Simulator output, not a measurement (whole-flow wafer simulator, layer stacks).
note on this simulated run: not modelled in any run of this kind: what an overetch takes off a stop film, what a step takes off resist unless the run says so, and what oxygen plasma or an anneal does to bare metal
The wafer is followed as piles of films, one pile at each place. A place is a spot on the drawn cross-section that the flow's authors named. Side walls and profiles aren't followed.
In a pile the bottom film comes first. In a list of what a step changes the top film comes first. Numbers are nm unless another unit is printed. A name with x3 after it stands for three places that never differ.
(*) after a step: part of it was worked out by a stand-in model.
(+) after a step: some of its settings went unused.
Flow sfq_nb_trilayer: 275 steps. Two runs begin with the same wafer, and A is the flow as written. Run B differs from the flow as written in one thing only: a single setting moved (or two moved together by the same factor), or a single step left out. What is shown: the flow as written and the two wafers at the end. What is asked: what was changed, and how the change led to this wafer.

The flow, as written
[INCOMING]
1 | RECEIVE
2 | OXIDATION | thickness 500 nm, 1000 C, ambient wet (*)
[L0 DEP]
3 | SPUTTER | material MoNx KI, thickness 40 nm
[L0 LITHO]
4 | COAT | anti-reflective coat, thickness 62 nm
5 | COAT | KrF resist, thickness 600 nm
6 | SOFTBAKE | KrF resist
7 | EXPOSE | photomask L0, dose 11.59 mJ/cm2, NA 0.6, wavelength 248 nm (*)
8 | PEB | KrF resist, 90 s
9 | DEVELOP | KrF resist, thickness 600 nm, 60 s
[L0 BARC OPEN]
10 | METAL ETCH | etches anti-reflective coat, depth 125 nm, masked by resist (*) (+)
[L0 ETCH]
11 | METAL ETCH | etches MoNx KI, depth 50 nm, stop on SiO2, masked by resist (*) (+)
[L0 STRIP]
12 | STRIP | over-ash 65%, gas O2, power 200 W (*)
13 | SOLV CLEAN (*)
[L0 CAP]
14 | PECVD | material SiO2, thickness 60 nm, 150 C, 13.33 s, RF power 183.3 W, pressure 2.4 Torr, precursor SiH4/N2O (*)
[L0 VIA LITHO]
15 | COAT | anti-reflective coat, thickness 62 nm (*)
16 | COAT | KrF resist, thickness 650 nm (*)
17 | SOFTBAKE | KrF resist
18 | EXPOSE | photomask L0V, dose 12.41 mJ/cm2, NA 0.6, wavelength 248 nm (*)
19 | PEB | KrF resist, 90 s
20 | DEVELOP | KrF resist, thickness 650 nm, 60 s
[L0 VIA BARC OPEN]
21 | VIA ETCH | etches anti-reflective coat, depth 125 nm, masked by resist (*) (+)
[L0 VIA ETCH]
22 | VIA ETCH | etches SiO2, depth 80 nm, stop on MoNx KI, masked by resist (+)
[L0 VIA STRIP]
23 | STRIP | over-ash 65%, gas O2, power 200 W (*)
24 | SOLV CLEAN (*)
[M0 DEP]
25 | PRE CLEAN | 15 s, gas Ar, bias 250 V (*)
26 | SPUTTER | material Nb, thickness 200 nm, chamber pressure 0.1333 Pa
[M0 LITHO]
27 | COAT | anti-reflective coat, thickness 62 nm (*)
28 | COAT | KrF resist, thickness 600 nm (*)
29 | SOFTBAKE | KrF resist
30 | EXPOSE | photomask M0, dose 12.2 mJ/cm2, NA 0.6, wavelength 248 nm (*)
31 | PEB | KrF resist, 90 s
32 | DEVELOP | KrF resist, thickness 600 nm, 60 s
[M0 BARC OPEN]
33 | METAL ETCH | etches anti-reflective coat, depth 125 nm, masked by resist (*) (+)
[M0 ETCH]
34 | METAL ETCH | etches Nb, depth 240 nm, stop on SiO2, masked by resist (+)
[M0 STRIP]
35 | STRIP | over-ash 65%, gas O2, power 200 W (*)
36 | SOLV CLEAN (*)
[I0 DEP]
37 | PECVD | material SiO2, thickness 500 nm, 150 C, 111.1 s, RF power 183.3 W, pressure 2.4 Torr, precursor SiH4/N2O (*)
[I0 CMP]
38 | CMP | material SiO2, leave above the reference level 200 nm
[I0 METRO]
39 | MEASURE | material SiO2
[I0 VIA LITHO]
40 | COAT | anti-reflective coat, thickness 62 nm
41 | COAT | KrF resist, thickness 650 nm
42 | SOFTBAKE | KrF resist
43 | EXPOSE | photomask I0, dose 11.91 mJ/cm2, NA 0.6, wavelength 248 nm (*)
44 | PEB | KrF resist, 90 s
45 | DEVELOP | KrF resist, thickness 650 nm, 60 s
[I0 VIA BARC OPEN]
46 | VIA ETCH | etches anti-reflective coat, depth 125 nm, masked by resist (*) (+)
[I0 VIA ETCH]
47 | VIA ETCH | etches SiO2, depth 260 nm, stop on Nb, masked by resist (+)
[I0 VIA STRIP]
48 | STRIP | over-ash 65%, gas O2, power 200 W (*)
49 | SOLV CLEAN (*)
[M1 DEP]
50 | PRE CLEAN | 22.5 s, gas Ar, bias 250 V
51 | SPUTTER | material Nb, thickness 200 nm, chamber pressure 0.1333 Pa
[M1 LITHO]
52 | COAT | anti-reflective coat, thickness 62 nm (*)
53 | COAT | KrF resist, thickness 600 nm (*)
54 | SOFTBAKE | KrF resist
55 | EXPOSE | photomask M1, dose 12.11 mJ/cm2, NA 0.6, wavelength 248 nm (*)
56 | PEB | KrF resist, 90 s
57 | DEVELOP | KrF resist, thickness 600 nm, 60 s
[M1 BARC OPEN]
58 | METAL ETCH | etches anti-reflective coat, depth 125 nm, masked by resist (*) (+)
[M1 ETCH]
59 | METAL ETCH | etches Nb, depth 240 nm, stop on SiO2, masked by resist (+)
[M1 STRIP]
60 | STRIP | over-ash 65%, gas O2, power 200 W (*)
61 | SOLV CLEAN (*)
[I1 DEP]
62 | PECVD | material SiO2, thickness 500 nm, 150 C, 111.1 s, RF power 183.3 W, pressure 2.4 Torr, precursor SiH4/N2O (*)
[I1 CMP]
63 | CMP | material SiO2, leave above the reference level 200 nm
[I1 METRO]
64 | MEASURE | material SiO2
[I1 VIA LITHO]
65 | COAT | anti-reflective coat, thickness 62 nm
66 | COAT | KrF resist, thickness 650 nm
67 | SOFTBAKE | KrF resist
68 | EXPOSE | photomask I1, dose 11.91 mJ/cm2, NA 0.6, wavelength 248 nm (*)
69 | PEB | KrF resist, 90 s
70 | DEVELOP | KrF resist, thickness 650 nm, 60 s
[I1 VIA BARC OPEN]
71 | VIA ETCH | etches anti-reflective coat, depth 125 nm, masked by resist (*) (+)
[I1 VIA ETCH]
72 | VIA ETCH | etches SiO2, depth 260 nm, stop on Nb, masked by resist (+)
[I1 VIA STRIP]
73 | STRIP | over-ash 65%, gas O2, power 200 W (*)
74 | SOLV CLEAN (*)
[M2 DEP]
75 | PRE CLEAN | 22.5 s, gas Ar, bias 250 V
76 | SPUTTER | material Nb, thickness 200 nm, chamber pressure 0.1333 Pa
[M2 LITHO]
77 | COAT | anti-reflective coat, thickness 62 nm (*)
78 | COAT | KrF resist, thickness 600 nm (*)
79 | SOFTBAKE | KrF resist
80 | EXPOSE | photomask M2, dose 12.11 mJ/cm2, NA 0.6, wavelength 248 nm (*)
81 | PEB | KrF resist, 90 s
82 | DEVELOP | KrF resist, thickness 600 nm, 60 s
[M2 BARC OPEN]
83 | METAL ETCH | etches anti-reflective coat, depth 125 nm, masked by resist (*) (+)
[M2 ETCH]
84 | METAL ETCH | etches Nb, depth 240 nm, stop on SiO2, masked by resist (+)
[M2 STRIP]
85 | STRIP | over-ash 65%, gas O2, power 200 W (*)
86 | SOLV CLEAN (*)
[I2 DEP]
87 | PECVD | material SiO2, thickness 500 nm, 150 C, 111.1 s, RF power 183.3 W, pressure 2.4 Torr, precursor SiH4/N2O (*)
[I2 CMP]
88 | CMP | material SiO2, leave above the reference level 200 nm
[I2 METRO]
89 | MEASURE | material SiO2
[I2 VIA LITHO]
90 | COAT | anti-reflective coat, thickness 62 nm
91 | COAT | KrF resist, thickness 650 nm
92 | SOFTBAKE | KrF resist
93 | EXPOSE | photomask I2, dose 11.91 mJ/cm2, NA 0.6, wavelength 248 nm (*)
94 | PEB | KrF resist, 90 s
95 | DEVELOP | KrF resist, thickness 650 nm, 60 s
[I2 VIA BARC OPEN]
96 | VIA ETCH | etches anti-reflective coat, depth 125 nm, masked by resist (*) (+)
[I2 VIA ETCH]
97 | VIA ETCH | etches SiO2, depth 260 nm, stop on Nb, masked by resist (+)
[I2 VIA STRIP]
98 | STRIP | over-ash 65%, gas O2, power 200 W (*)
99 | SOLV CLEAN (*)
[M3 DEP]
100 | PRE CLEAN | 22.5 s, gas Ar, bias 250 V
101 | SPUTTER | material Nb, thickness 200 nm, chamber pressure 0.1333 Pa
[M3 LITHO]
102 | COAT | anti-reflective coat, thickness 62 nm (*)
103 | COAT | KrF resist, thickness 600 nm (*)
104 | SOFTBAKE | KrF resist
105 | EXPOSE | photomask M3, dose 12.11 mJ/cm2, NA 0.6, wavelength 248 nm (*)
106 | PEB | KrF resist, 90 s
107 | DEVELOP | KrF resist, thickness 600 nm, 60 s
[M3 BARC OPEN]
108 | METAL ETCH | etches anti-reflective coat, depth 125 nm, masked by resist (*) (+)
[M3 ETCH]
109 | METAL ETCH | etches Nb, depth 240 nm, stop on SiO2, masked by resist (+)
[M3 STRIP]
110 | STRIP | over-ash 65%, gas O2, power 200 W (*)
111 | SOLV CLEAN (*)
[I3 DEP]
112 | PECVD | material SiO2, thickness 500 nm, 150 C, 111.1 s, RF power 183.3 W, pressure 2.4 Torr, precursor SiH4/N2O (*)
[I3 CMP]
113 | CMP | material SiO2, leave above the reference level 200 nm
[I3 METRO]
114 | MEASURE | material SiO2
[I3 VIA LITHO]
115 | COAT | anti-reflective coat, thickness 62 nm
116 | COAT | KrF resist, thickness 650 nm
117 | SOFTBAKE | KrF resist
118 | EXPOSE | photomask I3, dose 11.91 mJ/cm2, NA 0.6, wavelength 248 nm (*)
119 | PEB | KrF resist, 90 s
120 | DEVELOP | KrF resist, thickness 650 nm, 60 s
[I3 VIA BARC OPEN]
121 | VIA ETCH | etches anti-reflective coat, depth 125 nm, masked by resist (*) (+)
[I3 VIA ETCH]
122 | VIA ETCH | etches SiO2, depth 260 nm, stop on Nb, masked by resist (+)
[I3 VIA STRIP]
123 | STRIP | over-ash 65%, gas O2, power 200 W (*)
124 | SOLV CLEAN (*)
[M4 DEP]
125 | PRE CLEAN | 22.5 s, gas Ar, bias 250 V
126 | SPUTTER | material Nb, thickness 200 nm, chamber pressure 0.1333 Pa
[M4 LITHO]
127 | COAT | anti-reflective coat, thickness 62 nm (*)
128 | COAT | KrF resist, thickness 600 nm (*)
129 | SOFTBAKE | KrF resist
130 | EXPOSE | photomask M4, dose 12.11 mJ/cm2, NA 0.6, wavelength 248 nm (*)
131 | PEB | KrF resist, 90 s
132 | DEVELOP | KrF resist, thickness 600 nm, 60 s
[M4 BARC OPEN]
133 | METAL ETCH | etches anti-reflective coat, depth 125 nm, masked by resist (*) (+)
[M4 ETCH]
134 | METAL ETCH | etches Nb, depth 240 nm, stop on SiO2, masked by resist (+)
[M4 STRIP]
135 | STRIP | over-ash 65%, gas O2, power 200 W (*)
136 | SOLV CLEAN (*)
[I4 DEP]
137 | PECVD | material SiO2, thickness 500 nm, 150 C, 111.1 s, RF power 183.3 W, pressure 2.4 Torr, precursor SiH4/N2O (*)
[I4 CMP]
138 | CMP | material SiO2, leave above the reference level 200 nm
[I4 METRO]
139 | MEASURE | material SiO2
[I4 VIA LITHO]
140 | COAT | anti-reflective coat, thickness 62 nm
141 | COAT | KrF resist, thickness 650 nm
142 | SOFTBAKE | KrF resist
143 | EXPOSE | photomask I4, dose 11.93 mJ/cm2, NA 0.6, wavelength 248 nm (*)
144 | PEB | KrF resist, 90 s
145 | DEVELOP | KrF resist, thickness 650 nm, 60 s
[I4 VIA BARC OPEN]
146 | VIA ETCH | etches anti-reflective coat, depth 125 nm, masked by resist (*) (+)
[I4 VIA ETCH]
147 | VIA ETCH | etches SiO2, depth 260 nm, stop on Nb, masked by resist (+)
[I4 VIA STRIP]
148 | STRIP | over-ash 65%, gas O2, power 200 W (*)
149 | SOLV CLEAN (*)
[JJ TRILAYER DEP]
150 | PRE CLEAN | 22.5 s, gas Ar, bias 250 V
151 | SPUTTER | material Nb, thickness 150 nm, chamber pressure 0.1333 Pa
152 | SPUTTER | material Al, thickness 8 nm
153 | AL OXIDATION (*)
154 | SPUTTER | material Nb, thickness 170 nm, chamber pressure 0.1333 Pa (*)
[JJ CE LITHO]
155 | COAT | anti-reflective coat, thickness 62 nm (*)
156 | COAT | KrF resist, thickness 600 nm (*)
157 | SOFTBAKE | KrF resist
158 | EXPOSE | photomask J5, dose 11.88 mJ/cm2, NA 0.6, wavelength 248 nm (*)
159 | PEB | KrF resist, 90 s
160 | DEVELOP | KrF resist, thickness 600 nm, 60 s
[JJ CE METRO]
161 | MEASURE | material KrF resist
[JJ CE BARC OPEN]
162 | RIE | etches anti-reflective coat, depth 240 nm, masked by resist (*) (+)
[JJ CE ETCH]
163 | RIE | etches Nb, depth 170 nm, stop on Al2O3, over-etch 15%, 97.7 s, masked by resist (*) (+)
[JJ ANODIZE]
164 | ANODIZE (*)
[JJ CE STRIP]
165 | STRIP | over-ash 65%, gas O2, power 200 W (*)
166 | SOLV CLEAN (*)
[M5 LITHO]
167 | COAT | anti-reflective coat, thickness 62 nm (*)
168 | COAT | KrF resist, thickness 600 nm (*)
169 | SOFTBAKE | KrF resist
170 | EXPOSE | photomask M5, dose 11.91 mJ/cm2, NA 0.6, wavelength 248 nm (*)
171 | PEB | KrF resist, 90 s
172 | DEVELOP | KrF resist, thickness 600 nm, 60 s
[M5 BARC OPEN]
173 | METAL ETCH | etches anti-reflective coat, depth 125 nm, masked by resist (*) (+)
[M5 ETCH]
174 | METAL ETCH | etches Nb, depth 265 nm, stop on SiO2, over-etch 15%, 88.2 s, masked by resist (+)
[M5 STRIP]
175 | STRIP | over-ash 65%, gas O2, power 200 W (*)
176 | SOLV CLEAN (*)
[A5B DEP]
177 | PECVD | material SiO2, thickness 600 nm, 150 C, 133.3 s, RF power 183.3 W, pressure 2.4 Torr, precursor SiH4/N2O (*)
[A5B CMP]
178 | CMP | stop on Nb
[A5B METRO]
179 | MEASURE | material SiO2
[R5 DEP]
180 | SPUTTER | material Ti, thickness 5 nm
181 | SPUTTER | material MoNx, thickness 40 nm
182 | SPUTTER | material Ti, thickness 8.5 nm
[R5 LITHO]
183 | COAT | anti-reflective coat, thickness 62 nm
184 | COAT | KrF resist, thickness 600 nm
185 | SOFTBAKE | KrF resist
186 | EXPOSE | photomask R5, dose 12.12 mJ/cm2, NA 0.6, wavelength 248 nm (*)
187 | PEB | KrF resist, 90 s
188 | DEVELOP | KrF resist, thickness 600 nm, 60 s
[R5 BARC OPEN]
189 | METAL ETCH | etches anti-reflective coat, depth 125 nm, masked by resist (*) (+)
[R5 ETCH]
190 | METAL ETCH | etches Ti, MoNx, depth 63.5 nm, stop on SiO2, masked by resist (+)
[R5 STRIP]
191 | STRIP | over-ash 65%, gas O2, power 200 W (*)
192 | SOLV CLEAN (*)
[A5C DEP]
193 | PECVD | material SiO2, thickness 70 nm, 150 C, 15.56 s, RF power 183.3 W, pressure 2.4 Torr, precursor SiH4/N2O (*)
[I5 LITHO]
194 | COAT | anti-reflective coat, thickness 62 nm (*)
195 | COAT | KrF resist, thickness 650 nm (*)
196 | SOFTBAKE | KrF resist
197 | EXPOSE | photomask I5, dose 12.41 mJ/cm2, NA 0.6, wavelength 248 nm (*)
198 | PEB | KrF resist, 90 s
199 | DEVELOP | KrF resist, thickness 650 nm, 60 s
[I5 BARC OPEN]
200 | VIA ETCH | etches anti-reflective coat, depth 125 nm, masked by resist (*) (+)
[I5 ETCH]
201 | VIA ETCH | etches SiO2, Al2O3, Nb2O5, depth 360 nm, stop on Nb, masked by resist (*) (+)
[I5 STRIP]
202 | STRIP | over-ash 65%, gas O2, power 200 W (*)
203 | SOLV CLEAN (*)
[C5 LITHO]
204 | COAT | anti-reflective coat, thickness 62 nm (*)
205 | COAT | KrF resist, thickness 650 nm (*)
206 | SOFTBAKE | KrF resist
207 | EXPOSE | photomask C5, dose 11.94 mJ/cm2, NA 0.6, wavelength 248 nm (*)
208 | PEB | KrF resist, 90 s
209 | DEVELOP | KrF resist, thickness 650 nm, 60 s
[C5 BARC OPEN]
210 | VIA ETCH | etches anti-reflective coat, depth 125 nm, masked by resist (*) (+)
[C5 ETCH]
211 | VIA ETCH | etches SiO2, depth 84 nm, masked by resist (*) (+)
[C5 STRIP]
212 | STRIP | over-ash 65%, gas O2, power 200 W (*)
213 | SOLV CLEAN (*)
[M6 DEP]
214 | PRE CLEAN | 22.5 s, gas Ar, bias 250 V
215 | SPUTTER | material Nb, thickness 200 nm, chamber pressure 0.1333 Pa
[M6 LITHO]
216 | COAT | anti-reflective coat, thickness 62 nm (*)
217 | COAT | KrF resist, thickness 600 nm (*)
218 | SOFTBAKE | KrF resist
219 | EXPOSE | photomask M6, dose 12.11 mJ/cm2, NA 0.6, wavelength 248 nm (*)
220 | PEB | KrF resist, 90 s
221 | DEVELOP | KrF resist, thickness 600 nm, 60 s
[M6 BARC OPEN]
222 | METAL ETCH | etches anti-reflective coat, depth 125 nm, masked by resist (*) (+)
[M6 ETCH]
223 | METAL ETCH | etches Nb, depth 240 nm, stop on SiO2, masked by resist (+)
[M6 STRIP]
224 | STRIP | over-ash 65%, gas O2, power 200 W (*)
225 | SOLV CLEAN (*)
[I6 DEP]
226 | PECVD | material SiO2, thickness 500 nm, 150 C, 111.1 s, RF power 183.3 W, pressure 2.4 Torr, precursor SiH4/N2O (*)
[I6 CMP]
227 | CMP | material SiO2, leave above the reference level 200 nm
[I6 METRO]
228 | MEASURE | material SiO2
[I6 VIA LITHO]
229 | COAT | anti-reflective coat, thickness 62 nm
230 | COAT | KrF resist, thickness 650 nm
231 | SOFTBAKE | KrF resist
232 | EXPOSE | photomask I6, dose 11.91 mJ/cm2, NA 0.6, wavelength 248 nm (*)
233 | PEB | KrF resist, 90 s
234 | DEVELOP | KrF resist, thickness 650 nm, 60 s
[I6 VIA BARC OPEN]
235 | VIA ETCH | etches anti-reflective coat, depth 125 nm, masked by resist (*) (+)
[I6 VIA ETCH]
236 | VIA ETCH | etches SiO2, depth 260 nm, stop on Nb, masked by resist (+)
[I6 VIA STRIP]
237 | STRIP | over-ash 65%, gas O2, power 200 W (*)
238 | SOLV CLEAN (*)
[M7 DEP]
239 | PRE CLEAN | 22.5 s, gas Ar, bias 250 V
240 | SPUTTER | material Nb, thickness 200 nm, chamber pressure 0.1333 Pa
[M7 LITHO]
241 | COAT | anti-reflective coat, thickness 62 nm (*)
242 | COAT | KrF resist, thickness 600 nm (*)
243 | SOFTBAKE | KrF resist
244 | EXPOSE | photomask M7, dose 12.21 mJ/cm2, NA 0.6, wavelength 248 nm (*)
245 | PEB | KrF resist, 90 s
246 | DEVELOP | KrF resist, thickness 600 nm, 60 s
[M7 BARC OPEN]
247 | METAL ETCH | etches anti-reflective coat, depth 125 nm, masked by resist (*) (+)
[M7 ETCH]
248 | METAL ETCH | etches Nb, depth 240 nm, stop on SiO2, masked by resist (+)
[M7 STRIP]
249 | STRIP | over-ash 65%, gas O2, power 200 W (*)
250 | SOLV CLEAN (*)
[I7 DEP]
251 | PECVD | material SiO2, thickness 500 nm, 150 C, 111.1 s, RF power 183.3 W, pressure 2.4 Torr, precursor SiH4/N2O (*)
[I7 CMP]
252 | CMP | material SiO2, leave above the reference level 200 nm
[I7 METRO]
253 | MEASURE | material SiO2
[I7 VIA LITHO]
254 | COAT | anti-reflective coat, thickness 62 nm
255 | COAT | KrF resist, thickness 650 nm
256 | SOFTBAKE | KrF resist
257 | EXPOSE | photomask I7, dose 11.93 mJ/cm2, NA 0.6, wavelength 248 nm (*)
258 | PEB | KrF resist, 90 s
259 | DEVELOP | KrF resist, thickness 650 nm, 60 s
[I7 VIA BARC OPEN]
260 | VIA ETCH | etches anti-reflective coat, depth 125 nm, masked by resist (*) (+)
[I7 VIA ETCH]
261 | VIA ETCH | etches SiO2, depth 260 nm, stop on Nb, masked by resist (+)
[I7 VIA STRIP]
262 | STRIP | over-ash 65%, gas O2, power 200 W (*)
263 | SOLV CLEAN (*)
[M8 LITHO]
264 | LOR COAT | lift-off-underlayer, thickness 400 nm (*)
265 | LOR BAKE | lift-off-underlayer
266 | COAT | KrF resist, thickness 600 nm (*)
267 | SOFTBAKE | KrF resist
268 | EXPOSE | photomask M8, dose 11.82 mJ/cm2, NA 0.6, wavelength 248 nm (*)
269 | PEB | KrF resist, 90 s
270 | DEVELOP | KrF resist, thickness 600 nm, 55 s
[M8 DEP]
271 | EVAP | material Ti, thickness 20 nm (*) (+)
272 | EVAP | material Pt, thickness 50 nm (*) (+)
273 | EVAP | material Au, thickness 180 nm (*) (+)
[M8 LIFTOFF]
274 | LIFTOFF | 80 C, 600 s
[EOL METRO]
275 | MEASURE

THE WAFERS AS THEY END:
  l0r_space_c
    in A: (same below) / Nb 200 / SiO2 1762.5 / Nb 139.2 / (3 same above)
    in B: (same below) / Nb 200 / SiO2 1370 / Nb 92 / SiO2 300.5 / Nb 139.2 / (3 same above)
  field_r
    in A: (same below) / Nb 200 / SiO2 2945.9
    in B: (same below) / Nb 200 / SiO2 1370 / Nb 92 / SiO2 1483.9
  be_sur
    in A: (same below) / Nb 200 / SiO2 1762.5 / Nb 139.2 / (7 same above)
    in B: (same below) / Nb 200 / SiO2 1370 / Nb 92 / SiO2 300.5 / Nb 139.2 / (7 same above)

The reason: step 134, METAL ETCH: depth 108 nm was run, while the flow as written has depth 240 nm.

The path from the change to this, step by step:
  134 | METAL ETCH | etches Nb, depth 240 nm, stop on SiO2, masked by resist (+)
      field_l, be, be_sur and 64 more: A Nb loses 200 (all of it) | B Nb loses 108
      v_sur, via_wl, via_w and 36 more: A KrF resist loses 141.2 | B KrF resist loses 63.5
  135 | STRIP | over-ash 65%, gas O2, power 200 W (*)
      p4_fl, p4_fm, p4_w1 and 26 more: A KrF resist loses 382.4 (all of it), anti-reflective coat loses 62 (all of it) | B KrF resist loses 460 (all of it), anti-reflective coat loses 62 (all of it)
      ln_m5, lsp_m, ln_m6: A KrF resist loses 381.9 (all of it), anti-reflective coat loses 61.8 (all of it) | B KrF resist loses 459.6 (all of it), anti-reflective coat loses 61.8 (all of it)
      (and at 7 other places as well)
  137 | PECVD | material SiO2, thickness 500 nm, 150 C, 111.1 s, RF power 183.3 W, pressure 2.4 Torr, precursor SiH4/N2O (*)
      field_l, be, be_sur and 55 more: A SiO2 gains 500 | B SiO2 gains 500 (new film)
      p3_s0, p3_s1, p3_s2, p3_s3, p3_s4, p3_s5: A SiO2 gains 557.1 | B SiO2 gains 500 (new film)
      (and at 3 other places as well)
  138 | CMP | material SiO2, leave above the reference level 200 nm
      field_l, be, be_sur and 55 more: A SiO2 loses 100 | B SiO2 loses 192
      p3_s0, p3_s1, p3_s2, p3_s3, p3_s4, p3_s5: A SiO2 loses 157.1 | B SiO2 loses 192
      (and at 3 other places as well)
If metal films that touch count as one body, l0r_space_c has 3 bodies (between them, from the top down: SiO2 300.5; SiO2 1370); the flow as written gives 2 bodies (between them, from the top down: SiO2 1762.5).
If metal films that touch count as one body, field_r has 2 bodies (between them, from the top down: SiO2 1370); the flow as written gives 1 body.
If metal films that touch count as one body, be_sur has 5 bodies (between them, from the top down: SiO2 192.5; SiO2 209 / Al2O3 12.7 / Nb2O5 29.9; SiO2 300.5; SiO2 1370); the flow as written gives 4 bodies (between them, from the top down: SiO2 192.5; SiO2 209 / Al2O3 12.7 / Nb2O5 29.9; SiO2 1762.5).
